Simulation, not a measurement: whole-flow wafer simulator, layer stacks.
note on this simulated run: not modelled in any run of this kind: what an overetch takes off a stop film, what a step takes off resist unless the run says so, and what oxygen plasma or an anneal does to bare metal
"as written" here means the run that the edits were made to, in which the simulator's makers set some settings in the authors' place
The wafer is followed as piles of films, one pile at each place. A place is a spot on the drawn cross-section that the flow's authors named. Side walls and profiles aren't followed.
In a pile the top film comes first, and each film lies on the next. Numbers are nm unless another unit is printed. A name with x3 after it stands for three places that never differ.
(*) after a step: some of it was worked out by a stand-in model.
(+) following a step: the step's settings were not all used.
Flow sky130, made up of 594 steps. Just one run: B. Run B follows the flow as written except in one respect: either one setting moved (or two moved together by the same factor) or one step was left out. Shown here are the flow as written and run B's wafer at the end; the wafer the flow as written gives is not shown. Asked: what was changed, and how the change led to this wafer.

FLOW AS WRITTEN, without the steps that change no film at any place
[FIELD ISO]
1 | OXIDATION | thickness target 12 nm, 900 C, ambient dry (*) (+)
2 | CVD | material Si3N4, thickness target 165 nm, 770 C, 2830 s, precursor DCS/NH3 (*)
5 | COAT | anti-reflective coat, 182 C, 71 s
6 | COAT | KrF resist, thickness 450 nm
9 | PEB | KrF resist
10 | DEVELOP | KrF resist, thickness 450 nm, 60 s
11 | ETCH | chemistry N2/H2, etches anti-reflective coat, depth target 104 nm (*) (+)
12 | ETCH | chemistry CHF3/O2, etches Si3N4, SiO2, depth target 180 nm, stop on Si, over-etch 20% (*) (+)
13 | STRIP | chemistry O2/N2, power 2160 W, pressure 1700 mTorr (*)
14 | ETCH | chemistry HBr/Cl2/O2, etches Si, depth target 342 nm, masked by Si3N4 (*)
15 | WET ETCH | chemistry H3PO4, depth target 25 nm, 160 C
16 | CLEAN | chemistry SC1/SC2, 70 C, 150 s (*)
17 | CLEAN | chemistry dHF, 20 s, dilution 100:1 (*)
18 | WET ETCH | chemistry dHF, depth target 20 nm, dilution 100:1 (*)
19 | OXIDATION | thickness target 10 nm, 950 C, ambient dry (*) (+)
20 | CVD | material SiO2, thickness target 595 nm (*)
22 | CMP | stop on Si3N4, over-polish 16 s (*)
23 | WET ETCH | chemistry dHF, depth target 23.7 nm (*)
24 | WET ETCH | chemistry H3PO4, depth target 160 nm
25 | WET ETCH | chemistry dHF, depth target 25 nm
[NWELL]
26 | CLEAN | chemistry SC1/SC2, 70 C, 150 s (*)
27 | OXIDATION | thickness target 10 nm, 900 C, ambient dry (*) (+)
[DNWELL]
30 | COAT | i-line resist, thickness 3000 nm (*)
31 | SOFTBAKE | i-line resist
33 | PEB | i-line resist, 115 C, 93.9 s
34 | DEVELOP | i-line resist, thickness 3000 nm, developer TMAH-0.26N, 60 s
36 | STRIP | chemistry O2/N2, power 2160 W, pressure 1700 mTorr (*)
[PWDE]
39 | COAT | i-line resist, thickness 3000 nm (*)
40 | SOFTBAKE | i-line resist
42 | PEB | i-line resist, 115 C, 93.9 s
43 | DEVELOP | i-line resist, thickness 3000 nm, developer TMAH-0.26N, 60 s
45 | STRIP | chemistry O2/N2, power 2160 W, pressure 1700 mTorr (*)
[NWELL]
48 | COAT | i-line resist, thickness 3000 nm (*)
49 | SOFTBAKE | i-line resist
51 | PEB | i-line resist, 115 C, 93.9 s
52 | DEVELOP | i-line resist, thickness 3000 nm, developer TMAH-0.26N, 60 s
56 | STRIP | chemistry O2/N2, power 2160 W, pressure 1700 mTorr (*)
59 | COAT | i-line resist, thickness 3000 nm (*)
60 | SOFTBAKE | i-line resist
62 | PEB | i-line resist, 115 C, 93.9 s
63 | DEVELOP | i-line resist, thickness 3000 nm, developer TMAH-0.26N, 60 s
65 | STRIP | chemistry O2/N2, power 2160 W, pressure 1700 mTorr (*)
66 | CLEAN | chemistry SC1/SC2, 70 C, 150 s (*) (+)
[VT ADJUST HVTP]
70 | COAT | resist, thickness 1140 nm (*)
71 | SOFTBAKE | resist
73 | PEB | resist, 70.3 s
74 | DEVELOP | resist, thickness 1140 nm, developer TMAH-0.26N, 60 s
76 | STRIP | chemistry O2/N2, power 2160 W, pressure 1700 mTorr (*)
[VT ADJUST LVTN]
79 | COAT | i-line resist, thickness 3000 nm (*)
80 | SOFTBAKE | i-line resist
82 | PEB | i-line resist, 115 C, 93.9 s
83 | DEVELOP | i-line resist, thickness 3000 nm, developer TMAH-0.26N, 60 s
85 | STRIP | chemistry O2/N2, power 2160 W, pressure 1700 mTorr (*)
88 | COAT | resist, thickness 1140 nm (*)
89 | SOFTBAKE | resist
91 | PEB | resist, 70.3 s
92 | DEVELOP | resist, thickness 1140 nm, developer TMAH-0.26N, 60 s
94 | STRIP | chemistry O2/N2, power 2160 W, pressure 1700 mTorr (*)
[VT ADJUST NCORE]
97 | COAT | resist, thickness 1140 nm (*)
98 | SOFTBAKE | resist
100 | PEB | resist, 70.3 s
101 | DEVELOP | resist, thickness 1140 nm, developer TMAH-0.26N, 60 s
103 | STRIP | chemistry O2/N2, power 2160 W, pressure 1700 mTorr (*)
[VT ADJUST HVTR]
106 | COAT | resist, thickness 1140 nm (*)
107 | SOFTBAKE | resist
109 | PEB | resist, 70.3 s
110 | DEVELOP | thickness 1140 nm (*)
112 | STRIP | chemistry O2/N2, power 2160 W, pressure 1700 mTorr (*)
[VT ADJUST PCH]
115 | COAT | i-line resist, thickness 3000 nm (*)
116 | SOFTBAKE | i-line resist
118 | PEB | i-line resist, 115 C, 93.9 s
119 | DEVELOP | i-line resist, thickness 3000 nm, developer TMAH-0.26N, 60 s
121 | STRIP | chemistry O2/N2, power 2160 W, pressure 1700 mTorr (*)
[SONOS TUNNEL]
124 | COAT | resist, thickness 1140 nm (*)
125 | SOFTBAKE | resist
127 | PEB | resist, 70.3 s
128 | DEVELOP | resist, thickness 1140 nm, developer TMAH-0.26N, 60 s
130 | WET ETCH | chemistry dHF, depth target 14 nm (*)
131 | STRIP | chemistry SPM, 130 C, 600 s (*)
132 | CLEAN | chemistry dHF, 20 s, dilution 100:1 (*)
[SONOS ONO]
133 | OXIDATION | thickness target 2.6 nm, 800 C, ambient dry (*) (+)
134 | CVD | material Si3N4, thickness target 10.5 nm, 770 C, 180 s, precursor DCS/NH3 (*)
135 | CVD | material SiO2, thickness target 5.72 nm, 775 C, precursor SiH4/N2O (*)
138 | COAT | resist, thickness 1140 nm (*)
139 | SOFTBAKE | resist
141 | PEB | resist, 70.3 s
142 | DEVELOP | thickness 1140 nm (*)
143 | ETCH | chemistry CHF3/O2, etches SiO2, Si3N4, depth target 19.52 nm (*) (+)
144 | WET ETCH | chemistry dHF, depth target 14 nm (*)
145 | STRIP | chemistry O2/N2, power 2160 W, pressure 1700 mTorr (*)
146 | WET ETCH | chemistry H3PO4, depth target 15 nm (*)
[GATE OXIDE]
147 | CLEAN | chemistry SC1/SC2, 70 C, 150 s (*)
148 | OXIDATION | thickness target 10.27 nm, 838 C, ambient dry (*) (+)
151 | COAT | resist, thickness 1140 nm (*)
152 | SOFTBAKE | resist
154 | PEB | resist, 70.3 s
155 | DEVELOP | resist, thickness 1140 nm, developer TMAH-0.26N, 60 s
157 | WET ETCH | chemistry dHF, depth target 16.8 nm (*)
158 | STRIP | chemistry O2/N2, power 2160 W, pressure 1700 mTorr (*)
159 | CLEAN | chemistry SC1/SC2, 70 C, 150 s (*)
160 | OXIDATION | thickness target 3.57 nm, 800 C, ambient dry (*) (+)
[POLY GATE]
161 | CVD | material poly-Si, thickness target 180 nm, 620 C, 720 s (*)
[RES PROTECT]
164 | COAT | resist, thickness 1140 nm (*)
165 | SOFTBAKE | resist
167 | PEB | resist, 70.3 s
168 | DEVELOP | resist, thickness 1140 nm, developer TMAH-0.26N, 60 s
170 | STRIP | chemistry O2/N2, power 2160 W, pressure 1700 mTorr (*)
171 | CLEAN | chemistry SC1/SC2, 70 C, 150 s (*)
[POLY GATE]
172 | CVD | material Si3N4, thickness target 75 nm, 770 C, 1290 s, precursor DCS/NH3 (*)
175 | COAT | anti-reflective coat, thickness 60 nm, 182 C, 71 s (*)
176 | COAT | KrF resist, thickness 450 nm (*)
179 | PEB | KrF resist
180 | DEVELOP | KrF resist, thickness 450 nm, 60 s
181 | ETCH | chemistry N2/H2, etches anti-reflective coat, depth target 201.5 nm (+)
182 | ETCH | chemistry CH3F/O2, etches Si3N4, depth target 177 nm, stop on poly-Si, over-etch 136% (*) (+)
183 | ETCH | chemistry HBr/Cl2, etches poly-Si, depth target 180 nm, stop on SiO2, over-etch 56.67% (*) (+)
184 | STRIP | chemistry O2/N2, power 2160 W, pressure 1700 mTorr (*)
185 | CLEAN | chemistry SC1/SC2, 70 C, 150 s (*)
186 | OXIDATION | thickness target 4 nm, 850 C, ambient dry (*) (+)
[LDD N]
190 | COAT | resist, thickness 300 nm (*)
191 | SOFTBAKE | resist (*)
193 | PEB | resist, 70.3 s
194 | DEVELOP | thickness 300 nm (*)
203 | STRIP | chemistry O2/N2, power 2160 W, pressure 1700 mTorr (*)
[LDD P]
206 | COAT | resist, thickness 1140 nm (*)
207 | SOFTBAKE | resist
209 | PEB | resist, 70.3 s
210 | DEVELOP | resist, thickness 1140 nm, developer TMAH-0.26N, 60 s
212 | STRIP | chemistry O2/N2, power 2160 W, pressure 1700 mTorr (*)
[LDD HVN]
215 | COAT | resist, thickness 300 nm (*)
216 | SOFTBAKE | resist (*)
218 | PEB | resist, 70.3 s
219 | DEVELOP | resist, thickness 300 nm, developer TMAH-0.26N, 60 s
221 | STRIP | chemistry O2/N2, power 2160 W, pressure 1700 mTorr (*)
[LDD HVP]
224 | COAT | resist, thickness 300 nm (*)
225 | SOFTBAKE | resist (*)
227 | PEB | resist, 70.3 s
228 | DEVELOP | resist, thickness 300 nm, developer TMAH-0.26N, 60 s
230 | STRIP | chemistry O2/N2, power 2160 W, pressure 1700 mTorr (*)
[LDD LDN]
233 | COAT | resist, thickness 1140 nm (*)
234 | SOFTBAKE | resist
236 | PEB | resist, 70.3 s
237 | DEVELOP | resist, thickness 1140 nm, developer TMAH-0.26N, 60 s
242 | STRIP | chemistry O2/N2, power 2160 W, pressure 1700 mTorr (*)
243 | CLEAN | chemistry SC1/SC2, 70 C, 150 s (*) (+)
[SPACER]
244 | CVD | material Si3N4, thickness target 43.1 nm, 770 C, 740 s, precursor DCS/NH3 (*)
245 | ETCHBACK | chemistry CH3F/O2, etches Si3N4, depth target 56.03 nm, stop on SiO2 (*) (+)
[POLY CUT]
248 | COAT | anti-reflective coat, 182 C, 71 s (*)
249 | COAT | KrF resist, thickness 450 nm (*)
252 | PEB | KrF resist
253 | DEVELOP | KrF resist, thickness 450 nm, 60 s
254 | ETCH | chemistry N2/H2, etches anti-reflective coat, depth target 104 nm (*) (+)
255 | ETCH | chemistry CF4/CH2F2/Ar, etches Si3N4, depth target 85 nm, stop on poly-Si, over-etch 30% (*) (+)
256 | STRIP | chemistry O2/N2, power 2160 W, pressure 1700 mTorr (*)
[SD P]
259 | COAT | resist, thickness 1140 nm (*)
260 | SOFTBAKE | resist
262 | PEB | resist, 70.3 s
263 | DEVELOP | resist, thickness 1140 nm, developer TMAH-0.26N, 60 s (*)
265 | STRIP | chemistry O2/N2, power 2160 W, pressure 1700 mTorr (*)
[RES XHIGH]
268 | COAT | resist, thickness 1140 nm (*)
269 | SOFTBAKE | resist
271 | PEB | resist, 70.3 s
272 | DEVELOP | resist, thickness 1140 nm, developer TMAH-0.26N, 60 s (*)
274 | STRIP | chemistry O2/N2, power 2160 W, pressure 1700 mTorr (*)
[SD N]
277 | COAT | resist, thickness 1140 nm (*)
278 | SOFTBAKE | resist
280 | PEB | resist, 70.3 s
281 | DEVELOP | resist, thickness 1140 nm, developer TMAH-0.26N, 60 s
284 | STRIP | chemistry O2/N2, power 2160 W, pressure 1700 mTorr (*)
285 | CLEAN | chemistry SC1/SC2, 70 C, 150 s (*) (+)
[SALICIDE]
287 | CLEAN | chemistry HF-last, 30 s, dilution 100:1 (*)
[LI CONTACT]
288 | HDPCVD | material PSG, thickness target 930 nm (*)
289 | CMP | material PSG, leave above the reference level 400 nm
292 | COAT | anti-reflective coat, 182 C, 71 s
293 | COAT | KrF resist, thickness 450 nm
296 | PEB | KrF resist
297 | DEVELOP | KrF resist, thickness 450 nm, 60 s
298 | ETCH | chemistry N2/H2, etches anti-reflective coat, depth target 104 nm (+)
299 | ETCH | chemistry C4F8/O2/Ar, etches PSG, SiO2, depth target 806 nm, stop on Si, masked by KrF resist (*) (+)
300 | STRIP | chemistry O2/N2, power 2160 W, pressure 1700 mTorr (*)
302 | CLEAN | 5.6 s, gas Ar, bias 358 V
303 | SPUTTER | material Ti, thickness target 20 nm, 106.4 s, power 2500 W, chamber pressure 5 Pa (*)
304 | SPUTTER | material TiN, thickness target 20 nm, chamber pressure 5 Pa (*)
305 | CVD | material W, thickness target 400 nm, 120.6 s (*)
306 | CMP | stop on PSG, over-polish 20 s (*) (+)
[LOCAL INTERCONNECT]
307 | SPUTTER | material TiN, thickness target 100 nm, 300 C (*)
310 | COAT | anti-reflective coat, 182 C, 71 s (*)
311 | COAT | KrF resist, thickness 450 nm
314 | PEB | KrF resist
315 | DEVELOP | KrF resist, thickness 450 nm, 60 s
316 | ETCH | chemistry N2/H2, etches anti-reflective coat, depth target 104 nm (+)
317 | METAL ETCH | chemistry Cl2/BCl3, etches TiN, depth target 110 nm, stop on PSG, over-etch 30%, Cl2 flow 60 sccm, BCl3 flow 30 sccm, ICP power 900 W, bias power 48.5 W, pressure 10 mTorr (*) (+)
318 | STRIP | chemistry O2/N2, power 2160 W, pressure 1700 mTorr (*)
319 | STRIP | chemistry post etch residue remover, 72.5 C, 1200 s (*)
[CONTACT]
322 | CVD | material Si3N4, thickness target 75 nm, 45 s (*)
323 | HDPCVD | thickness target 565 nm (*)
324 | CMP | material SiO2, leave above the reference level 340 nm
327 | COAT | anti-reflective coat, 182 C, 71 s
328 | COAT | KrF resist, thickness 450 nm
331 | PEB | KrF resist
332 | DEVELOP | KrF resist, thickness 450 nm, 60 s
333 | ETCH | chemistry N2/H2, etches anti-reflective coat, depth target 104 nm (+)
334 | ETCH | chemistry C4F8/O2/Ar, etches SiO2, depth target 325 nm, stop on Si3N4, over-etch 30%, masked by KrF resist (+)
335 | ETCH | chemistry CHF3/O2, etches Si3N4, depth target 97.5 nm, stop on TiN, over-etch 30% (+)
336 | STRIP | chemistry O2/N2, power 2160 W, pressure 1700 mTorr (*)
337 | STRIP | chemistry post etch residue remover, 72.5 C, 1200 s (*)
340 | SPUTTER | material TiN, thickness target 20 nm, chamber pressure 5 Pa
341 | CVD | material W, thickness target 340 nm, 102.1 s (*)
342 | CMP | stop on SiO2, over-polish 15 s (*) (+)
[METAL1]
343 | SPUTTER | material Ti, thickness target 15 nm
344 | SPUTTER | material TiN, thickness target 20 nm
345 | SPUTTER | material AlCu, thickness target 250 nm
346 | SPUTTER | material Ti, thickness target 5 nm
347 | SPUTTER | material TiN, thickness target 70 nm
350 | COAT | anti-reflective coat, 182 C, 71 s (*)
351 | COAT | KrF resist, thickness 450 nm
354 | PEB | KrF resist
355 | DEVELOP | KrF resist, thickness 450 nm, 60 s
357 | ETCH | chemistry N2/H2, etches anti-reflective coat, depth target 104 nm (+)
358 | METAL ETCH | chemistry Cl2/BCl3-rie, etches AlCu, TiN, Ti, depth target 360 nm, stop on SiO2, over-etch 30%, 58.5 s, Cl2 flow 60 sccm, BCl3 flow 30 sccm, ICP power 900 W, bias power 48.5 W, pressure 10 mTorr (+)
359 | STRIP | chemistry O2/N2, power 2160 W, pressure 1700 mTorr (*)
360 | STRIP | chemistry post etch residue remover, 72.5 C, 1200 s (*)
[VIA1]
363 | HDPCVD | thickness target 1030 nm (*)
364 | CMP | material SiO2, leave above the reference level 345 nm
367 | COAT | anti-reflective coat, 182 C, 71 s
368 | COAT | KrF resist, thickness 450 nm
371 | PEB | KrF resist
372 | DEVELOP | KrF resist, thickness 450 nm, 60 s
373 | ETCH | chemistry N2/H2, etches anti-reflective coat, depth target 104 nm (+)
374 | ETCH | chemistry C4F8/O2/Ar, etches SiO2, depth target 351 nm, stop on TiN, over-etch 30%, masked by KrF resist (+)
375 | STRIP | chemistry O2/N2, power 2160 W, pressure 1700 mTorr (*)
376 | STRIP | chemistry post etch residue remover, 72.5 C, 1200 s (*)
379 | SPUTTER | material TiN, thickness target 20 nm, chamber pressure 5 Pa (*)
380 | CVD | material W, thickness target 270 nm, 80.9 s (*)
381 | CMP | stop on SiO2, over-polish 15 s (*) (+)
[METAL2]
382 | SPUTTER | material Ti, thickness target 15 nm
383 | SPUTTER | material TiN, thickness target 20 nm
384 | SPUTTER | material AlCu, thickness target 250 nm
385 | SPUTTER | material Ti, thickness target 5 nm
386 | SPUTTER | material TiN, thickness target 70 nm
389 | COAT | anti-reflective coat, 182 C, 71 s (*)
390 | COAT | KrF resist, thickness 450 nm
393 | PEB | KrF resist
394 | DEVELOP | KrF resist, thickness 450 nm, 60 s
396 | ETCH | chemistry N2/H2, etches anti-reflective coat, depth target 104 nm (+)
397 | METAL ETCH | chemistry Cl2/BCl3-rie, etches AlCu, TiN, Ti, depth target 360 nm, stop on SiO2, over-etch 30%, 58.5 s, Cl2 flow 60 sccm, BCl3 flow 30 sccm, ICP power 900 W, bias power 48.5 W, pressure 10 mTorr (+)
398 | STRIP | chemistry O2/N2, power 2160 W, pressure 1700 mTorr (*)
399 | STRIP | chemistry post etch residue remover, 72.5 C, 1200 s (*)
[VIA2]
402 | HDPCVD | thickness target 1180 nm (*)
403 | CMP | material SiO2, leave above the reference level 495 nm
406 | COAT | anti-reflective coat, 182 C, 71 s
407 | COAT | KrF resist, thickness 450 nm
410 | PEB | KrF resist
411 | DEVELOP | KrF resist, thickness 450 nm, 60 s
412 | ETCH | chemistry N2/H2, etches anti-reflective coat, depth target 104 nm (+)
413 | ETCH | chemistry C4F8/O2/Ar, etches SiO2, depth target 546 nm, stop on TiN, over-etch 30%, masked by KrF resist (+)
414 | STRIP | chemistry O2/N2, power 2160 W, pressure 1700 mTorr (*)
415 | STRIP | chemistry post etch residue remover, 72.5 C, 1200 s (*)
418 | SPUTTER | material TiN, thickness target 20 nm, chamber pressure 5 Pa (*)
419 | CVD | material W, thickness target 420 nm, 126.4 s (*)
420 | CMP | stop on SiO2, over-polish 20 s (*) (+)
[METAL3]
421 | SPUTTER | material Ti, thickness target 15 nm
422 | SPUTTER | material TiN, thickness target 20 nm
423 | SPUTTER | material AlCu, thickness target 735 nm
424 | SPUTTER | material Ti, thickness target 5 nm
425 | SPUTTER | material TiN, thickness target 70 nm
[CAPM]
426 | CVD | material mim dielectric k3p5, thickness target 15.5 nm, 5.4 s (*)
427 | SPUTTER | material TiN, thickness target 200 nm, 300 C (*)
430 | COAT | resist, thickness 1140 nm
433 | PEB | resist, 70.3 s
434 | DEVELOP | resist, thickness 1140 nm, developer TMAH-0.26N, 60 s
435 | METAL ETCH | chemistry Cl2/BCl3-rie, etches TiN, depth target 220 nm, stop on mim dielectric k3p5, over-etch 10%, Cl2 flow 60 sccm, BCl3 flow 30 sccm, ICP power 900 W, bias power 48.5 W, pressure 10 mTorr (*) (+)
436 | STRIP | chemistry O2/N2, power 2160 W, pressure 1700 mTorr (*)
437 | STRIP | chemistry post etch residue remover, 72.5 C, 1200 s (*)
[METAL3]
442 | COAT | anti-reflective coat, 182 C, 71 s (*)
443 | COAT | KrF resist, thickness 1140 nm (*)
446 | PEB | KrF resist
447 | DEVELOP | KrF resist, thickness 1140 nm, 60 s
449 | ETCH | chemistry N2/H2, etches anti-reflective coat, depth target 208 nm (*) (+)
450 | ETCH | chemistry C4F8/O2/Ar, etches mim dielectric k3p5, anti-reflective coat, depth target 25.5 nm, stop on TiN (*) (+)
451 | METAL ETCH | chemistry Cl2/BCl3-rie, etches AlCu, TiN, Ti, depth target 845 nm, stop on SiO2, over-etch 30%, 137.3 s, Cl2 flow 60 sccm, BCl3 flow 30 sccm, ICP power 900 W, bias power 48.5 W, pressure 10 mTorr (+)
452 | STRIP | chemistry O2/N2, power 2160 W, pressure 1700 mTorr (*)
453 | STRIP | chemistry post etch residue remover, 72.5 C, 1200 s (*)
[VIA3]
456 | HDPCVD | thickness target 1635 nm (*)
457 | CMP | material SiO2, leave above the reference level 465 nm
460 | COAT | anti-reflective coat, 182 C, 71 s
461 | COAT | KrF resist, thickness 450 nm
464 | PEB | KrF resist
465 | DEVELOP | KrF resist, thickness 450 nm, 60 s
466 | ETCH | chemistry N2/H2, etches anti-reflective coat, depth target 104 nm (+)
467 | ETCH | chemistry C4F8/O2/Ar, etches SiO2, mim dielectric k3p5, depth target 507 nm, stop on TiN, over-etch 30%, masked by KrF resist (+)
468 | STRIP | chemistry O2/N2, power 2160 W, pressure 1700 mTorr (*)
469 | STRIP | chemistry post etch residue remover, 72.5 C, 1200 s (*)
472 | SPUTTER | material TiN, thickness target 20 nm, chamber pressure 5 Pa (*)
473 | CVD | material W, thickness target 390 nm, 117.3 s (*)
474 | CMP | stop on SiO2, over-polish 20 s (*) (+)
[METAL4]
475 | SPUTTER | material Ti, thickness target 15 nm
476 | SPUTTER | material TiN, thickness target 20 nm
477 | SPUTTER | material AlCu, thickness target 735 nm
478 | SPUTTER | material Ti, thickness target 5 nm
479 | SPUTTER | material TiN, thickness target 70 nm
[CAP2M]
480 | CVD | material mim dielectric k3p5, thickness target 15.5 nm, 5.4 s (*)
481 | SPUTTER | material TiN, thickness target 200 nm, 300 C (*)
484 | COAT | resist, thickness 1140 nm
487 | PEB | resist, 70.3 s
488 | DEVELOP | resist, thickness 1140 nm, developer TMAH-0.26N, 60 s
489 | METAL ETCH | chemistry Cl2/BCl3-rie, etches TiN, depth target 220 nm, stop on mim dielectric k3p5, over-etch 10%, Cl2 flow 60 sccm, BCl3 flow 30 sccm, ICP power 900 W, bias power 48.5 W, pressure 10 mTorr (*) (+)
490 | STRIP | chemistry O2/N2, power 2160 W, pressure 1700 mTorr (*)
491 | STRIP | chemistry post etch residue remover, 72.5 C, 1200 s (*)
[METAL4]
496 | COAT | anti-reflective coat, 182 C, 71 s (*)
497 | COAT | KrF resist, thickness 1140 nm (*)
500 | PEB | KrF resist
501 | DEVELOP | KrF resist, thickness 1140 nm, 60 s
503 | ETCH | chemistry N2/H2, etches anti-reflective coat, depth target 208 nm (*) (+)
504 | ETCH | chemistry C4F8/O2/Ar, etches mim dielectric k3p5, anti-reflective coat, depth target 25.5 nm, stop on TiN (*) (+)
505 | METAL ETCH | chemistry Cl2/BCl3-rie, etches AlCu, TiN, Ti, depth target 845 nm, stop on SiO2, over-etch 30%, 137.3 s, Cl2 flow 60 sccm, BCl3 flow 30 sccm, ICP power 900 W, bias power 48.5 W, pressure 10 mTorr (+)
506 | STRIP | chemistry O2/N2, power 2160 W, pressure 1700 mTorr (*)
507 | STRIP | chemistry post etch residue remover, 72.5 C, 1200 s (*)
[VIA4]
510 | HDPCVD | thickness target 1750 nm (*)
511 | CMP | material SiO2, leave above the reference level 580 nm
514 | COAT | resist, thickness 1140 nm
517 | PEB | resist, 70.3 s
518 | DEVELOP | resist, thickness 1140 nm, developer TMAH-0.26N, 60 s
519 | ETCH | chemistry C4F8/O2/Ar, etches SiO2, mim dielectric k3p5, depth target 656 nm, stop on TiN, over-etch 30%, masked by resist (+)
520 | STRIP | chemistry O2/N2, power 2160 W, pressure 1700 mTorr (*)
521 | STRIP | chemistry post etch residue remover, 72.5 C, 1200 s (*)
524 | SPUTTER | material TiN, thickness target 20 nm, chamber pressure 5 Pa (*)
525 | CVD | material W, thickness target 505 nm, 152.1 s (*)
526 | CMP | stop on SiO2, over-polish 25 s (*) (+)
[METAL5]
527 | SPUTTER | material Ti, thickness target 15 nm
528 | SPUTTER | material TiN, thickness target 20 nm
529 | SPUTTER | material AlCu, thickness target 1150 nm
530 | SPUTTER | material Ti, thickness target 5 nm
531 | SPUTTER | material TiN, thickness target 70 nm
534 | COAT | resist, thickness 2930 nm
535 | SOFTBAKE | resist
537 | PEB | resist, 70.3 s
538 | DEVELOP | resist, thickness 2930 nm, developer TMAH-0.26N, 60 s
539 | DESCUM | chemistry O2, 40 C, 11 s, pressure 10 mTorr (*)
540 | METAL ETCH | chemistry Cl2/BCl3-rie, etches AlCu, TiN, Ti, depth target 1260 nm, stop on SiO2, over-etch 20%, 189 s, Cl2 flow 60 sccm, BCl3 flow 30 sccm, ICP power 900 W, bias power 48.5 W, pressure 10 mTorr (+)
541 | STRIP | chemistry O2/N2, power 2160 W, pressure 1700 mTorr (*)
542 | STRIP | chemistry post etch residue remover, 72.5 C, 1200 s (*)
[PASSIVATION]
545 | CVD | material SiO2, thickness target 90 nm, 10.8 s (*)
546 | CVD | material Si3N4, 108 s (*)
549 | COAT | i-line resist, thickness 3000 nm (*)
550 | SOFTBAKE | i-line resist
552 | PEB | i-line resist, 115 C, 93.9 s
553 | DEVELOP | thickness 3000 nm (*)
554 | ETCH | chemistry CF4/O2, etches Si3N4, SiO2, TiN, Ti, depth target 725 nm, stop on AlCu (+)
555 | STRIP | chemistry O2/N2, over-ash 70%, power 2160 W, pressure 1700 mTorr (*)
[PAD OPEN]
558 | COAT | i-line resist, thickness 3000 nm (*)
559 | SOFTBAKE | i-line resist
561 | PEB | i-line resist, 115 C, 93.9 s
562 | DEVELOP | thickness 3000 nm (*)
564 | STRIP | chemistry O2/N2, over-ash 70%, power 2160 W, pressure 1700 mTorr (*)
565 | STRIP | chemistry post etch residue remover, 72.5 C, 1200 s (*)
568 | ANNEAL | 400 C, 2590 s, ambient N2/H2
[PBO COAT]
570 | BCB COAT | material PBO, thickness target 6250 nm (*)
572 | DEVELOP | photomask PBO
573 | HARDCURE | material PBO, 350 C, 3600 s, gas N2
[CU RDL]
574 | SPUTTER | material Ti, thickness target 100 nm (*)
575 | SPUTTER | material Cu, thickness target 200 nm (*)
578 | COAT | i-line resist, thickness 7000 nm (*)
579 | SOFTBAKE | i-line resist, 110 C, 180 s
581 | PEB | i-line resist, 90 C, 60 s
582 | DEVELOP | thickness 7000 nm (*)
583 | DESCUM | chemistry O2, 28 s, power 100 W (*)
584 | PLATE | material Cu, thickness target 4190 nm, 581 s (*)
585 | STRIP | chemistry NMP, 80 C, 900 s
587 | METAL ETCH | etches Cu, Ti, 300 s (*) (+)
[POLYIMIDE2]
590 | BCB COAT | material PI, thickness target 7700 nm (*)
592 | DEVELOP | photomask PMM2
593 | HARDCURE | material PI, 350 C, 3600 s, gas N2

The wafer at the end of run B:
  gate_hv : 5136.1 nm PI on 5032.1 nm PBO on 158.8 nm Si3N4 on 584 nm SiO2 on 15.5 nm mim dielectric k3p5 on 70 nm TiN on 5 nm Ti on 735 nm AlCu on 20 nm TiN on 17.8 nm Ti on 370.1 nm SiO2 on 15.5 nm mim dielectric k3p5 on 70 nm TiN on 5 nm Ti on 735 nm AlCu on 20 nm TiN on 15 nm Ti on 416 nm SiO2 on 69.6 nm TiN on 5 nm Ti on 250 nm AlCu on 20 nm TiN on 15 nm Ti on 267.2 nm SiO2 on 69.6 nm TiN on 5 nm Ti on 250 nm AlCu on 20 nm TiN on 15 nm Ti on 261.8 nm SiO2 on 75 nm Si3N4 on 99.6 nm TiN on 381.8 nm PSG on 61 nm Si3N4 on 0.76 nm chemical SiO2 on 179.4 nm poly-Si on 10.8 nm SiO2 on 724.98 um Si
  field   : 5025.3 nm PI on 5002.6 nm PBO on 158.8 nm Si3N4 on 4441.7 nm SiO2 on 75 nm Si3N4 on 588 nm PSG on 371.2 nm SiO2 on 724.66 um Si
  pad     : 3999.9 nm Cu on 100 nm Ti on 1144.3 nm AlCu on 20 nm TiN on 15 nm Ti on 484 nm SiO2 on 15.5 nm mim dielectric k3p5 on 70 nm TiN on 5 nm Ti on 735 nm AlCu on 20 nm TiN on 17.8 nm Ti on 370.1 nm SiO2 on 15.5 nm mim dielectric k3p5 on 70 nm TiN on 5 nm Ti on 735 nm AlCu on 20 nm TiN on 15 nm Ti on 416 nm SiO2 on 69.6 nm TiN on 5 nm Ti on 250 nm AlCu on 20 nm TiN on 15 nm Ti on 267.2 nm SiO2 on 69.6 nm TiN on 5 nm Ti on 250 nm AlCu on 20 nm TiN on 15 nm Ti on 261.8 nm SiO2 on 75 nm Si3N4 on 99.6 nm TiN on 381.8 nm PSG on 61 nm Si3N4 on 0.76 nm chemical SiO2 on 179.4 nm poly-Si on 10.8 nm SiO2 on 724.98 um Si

What caused this: step 475, SPUTTER: thickness target 17.8 nm was run, though the flow has thickness target 15 nm.
The wafer itself shows it: gate_hv has Ti 17.8, and step 475 as written asks for 15 nm.

How this came from the change, step by step:
  475 | SPUTTER | material Ti, thickness target 15 nm
      field, active, n_well and 189 more: Ti gains 17.8 (new film) (as written it would have been: Ti gains 15 (new film))
  505 | METAL ETCH | chemistry Cl2/BCl3-rie, etches AlCu, TiN, Ti, depth target 845 nm, stop on SiO2, over-etch 30%, 137.3 s, Cl2 flow 60 sccm, BCl3 flow 30 sccm, ICP power 900 W, bias power 48.5 W, pressure 10 mTorr (+)
      field, gate, spacer and 68 more: TiN loses 70 (all of it), Ti loses 5 (all of it), AlCu loses 735 (all of it), TiN loses 20 (all of it), Ti loses 17.8 (all of it), SiO2 loses 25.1 (as written it would have been: TiN loses 70 (all of it), Ti loses 5 (all of it), AlCu loses 735 (all of it), TiN loses 20 (all of it), Ti loses 15 (all of it), SiO2 loses 25.4)
      active, vpp_iso1, mim_edge_plate and 14 more: TiN loses 70 (all of it), Ti loses 5 (all of it), AlCu loses 735 (all of it), TiN loses 20 (all of it), Ti loses 17.8 (all of it), SiO2 loses 25.1 (as written it would have been: TiN loses 70 (all of it), Ti loses 5 (all of it), AlCu loses 735 (all of it), TiN loses 20 (all of it), Ti loses 15 (all of it), SiO2 loses 25.3)
